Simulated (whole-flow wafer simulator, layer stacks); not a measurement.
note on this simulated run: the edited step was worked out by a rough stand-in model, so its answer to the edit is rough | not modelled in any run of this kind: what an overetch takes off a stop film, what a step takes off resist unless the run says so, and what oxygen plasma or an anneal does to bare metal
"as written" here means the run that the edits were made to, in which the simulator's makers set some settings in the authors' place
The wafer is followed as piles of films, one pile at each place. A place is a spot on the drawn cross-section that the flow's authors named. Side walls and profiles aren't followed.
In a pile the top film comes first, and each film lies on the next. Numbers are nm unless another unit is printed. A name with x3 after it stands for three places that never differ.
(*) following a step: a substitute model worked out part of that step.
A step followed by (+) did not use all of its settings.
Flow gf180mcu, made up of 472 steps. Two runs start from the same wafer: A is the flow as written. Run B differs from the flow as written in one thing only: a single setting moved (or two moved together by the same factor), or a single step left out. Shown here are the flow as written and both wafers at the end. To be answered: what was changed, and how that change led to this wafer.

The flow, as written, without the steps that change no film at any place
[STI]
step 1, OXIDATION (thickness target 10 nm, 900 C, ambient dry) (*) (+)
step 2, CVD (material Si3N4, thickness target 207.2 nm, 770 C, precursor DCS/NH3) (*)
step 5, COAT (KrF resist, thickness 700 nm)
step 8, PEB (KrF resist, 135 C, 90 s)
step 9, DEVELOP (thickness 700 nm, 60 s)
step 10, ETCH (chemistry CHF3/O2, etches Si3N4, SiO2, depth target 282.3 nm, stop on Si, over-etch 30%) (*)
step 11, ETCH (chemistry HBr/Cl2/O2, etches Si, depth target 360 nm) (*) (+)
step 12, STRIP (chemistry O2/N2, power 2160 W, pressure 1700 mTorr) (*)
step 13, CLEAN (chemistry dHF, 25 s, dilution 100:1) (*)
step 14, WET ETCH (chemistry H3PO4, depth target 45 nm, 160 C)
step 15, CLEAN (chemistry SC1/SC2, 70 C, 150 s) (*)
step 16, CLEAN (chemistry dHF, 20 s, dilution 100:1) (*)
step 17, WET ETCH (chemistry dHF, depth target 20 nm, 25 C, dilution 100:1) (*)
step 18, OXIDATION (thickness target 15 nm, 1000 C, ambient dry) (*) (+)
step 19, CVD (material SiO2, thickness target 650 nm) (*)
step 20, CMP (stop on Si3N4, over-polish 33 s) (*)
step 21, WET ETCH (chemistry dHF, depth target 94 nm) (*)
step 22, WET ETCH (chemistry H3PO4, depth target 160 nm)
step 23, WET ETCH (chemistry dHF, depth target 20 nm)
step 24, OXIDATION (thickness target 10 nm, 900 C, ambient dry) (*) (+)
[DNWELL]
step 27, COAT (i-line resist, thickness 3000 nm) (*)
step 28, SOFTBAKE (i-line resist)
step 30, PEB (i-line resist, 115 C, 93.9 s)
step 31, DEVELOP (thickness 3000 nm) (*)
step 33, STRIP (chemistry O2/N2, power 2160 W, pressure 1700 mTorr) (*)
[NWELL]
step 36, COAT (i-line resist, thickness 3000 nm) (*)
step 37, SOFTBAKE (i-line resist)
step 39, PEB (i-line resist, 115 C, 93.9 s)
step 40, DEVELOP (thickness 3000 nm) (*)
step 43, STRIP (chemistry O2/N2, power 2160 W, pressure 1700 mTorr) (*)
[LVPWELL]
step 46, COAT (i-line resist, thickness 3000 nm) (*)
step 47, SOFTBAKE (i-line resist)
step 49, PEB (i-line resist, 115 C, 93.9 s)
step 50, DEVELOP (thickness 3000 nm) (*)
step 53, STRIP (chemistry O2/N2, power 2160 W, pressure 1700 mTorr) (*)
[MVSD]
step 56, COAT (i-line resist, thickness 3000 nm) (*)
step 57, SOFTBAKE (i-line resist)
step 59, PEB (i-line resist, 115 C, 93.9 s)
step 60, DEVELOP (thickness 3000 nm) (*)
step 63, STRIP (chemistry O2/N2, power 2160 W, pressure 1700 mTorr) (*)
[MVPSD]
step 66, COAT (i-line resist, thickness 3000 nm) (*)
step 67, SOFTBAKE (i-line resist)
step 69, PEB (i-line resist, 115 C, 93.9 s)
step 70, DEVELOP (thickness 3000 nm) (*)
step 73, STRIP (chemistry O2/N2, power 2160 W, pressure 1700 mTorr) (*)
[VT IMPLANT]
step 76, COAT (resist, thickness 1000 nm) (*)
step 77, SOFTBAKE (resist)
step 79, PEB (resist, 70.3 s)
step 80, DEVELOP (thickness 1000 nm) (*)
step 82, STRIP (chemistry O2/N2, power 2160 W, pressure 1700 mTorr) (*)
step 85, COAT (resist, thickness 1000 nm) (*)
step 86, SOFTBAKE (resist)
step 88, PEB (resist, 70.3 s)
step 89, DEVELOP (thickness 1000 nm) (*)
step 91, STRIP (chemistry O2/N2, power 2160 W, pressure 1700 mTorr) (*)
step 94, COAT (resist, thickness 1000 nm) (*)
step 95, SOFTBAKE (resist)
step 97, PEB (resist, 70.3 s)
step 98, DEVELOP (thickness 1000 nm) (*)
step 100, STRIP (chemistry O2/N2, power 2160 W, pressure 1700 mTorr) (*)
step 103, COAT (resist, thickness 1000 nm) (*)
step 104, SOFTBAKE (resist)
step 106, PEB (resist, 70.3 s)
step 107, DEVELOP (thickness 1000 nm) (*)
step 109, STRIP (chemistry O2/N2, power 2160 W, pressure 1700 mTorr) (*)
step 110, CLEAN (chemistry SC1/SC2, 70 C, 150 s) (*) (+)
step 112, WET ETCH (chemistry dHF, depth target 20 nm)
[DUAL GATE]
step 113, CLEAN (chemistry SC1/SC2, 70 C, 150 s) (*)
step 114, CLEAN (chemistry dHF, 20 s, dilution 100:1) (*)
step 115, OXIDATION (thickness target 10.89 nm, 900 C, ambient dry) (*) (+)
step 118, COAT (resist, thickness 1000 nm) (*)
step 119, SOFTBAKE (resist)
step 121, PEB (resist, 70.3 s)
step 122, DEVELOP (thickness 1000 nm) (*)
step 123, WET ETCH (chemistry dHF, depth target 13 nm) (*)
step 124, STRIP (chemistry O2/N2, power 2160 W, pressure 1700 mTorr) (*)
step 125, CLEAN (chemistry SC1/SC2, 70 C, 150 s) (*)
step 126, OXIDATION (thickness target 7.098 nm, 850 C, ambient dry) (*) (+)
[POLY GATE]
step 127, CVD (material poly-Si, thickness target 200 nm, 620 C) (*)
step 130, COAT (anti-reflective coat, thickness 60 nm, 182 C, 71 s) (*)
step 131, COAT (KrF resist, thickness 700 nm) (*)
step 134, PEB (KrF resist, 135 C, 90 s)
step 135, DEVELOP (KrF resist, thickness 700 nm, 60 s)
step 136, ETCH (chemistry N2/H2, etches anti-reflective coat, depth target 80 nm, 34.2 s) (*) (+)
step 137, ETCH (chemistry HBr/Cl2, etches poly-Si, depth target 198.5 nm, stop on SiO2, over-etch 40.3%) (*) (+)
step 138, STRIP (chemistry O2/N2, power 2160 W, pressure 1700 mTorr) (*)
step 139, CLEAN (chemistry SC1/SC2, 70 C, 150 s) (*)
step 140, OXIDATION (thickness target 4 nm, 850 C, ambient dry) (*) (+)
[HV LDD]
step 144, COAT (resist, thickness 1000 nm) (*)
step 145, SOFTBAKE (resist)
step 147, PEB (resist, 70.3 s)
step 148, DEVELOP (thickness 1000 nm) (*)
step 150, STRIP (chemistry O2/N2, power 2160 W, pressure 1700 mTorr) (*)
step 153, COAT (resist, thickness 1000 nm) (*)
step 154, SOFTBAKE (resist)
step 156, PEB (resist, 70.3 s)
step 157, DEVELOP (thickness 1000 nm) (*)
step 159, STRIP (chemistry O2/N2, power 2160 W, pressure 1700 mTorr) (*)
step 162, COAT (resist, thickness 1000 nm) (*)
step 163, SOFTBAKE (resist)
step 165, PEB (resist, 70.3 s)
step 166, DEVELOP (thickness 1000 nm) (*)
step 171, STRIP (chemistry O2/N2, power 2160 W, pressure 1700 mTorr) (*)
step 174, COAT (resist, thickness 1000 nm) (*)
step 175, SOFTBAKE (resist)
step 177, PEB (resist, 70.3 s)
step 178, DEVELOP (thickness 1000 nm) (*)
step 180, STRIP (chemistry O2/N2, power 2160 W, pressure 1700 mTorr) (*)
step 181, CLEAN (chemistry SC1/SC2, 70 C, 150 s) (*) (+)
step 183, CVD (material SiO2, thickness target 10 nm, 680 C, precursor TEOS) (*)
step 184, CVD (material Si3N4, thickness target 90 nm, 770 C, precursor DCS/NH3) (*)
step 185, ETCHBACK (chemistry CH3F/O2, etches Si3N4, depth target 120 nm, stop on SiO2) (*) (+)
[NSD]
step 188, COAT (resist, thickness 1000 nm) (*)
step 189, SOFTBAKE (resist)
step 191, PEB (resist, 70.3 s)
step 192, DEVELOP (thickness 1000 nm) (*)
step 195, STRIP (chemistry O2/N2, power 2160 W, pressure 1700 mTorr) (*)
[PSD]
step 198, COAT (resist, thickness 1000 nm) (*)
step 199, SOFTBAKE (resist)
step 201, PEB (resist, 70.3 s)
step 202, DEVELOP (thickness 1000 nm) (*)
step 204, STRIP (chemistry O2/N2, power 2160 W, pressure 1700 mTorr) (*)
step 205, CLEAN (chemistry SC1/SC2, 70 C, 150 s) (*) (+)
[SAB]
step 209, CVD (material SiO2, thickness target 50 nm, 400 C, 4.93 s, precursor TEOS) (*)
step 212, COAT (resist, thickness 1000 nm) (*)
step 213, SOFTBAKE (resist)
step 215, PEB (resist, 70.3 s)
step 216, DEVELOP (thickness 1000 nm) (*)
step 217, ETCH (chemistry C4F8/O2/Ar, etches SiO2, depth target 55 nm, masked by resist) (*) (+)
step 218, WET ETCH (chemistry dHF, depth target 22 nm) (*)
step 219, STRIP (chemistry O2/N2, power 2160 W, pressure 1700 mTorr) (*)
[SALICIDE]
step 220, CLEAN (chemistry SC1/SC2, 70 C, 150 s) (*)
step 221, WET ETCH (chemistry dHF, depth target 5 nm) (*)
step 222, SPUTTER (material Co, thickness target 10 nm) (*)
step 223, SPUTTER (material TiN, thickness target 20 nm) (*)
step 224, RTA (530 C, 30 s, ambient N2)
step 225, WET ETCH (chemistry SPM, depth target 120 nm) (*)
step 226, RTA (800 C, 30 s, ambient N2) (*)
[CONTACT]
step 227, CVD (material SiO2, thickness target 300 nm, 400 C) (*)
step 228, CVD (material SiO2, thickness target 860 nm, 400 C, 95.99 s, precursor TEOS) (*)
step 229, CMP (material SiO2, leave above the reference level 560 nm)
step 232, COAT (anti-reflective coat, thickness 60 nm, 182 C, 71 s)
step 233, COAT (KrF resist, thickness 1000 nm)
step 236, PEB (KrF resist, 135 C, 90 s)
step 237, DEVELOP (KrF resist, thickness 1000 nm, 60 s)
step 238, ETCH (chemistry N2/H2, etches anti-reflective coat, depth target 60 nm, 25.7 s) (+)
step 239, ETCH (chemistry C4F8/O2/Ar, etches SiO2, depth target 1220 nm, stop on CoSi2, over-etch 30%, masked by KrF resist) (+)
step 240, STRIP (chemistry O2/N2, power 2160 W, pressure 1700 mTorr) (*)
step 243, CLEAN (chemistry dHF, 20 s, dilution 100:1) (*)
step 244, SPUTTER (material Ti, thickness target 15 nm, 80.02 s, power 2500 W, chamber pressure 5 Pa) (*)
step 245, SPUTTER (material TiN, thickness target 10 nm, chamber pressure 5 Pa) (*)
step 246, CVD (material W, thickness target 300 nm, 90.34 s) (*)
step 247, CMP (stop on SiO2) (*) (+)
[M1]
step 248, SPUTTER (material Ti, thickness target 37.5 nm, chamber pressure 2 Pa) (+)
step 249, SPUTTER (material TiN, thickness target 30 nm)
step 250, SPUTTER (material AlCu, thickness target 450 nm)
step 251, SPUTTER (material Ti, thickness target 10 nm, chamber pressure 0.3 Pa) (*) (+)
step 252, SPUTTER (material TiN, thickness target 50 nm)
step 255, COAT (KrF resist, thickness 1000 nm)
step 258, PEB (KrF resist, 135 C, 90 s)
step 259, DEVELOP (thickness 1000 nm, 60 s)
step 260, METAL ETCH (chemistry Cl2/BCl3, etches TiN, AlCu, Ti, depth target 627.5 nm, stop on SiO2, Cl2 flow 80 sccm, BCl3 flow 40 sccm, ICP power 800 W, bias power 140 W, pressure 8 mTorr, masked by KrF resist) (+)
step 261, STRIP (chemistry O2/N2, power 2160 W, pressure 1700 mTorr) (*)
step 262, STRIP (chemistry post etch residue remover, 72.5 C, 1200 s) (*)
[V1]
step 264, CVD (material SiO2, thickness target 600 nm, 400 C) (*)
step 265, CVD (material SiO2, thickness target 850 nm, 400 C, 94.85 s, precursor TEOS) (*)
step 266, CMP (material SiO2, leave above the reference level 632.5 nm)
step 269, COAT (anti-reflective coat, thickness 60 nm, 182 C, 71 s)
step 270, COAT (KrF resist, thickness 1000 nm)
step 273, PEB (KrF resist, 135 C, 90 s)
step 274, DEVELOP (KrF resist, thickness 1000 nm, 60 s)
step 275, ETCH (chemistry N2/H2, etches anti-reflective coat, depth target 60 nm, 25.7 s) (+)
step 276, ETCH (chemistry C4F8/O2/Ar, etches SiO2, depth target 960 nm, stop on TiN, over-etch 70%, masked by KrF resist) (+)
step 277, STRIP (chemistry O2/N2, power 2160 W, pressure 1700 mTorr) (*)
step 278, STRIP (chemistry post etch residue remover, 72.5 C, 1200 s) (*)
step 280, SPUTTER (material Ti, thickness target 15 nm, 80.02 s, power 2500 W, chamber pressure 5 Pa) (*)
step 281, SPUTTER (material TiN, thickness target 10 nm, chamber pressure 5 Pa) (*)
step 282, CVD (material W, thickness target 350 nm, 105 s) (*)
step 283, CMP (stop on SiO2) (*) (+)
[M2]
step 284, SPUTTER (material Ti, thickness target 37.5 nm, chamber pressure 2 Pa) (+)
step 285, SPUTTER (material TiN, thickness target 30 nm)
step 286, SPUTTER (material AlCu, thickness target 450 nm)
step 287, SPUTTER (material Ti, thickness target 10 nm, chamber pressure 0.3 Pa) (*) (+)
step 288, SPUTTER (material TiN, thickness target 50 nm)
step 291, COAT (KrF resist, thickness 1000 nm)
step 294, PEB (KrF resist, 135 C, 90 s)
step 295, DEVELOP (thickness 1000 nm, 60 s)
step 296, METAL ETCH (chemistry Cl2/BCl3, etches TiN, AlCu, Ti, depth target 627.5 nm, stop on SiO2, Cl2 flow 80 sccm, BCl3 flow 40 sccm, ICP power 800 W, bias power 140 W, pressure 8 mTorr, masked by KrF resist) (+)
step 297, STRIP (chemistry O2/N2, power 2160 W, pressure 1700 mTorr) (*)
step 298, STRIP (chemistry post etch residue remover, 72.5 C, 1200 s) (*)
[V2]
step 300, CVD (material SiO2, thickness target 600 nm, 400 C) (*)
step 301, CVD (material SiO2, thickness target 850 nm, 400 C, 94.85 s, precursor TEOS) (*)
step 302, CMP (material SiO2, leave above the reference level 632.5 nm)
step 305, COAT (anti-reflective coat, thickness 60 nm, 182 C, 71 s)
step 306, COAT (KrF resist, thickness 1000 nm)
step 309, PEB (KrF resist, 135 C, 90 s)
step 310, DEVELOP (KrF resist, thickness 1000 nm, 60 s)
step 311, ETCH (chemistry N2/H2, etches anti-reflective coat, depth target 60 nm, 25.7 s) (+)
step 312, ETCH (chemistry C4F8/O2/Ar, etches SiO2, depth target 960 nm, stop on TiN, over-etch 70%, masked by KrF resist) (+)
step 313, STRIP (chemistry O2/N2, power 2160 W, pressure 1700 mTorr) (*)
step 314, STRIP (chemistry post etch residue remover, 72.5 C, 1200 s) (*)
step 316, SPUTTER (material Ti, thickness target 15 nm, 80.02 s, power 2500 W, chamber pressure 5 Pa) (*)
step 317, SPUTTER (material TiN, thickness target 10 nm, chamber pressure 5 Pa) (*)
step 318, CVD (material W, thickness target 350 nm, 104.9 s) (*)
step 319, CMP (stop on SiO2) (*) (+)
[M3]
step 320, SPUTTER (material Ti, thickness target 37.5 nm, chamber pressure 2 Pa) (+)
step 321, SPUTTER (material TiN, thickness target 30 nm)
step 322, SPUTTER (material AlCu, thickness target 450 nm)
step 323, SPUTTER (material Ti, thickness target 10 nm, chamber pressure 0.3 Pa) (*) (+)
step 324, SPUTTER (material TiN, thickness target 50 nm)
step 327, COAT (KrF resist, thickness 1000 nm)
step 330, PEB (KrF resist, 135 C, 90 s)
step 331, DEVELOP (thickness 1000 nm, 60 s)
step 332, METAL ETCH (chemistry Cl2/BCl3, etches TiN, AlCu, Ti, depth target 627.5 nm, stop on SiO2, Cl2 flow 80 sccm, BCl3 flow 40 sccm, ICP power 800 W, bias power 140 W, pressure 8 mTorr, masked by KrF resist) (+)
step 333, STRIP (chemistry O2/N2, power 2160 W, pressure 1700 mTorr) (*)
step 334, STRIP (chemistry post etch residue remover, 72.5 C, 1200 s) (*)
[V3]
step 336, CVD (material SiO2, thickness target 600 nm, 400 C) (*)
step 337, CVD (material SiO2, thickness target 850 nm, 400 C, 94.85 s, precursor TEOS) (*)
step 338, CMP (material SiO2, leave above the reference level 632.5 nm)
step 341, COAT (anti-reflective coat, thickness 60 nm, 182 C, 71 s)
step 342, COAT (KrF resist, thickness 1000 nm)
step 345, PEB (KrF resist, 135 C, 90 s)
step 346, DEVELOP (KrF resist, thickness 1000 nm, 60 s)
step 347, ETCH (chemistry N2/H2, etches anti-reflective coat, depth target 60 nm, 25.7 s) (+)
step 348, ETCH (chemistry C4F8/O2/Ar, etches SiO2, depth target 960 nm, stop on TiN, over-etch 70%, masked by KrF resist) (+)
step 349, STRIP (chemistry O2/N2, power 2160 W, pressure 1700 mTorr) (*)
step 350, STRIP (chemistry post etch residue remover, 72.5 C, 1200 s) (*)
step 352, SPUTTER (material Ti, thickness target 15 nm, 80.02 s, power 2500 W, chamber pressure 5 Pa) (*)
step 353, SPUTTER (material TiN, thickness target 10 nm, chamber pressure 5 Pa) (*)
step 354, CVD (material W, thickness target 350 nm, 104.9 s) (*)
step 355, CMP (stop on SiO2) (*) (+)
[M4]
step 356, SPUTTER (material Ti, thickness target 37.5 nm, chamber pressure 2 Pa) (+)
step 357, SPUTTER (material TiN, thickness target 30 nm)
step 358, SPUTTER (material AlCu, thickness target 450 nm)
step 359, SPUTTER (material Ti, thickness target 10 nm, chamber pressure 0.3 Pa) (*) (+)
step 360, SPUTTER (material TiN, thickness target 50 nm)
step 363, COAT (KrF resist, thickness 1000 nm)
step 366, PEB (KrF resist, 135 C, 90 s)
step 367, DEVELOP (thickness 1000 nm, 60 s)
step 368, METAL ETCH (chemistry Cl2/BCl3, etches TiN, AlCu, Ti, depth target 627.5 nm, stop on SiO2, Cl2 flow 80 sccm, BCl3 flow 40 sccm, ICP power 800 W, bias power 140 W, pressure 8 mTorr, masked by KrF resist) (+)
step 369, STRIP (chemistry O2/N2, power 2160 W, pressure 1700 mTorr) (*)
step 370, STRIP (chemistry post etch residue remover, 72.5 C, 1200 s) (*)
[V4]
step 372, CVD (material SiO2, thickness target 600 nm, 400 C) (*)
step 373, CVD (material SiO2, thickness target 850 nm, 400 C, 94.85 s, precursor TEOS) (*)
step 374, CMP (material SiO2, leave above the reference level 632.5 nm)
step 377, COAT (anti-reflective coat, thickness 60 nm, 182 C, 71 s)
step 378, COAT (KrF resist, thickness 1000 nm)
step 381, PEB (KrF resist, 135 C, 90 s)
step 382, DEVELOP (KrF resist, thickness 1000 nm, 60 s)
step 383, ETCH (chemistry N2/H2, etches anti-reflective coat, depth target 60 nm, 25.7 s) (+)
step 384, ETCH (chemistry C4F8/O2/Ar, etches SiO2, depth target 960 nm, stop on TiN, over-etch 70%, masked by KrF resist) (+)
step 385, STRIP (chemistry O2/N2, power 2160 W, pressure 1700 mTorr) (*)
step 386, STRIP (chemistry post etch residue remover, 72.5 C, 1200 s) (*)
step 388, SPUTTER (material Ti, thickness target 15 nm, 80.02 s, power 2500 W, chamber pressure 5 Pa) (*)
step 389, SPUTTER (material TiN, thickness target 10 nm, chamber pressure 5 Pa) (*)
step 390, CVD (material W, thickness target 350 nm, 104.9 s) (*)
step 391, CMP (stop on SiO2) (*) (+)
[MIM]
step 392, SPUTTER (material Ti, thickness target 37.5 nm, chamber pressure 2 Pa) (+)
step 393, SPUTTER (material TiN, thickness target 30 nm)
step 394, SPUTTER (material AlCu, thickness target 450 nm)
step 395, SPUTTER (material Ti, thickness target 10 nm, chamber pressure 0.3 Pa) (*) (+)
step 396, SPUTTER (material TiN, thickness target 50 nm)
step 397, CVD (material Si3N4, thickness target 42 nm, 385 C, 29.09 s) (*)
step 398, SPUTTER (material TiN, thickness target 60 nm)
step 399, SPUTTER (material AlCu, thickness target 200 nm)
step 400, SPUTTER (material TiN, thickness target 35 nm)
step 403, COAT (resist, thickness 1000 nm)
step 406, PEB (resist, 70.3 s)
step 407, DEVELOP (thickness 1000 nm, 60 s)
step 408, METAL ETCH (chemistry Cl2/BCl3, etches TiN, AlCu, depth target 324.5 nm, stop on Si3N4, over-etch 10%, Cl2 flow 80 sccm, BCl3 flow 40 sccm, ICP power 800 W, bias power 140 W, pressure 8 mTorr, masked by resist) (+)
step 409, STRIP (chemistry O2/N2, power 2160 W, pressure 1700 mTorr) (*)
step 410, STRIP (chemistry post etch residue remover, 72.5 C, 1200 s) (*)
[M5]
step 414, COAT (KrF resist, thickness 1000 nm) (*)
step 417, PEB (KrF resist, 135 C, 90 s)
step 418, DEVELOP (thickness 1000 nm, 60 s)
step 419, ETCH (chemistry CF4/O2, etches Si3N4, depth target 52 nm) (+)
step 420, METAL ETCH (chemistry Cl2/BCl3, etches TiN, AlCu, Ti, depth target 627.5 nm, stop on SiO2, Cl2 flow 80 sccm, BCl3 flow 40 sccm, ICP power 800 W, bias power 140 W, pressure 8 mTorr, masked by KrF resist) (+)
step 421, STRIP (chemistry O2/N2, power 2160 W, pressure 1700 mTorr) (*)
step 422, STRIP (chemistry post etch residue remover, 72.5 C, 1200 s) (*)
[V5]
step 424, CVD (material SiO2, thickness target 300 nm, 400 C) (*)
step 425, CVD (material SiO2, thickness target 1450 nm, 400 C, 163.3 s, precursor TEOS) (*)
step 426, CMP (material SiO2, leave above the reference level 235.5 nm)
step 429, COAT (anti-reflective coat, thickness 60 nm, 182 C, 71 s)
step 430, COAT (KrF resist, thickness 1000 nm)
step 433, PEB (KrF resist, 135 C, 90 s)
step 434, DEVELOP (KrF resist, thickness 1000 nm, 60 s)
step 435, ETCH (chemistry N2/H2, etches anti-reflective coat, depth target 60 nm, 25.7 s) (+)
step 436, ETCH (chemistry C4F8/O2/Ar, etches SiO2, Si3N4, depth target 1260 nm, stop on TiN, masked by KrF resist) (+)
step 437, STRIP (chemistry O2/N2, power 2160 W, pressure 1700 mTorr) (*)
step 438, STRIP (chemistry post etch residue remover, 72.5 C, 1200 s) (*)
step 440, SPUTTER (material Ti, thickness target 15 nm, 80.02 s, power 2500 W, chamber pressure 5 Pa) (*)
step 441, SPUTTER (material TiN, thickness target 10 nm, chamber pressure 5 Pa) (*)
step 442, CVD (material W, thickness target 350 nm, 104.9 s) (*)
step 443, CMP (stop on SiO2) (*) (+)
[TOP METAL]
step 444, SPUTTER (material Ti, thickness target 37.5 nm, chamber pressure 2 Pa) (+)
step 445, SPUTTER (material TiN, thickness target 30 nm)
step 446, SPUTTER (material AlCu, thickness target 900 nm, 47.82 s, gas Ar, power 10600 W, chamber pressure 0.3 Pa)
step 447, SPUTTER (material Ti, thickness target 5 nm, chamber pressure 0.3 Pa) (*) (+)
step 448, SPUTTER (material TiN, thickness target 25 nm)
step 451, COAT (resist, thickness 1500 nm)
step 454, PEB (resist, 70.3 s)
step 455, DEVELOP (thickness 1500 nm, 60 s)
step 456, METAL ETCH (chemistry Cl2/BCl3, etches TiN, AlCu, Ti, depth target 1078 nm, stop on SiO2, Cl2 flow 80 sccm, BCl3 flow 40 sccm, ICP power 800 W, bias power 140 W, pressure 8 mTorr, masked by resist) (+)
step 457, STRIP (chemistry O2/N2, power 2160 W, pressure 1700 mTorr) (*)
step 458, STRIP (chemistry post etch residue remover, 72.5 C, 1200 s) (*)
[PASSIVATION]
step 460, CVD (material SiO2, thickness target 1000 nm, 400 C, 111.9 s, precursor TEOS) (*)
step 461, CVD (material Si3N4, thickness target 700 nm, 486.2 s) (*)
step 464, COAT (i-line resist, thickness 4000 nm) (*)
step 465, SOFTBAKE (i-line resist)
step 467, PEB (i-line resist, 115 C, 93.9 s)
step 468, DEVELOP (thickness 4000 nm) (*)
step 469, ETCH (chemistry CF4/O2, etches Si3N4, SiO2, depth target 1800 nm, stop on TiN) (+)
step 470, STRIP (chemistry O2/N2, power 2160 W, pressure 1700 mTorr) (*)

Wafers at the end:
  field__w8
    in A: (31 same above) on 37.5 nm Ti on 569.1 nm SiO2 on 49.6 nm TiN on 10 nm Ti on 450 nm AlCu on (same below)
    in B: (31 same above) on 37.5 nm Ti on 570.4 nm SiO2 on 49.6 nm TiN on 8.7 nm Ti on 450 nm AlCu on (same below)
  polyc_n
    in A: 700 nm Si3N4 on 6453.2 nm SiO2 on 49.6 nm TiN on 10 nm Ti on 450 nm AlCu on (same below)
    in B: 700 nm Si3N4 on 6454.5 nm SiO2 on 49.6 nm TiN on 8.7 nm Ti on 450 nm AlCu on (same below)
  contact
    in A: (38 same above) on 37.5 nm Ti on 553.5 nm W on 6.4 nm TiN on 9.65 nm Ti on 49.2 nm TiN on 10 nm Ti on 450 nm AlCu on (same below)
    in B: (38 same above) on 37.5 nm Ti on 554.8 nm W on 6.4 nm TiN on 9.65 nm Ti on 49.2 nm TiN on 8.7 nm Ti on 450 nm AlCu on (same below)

Cause: step 251, SPUTTER: thickness target 8.7 nm was run, whereas the flow has thickness target 10 nm.
The wafer itself shows it: field__w8 has Ti 8.7, and step 251 as written asks for 10 nm.

How this came from the change, step by step:
  step 251, SPUTTER (material Ti, thickness target 10 nm, chamber pressure 0.3 Pa) (*) (+)
      field, field__w1, field__w2 and 108 more: A +10 Ti (new film) | B +8.7 Ti (new film)
  step 260, METAL ETCH (chemistry Cl2/BCl3, etches TiN, AlCu, Ti, depth target 627.5 nm, stop on SiO2, Cl2 flow 80 sccm, BCl3 flow 40 sccm, ICP power 800 W, bias power 140 W, pressure 8 mTorr, masked by KrF resist) (+)
      field, field__w1, field__w2 and 99 more: A -50 TiN (all of it), -10 Ti (all of it), -450 AlCu (all of it), -30 TiN (all of it), -37.5 Ti (all of it) | B -50 TiN (all of it), -8.7 Ti (all of it), -450 AlCu (all of it), -30 TiN (all of it), -37.5 Ti (all of it)
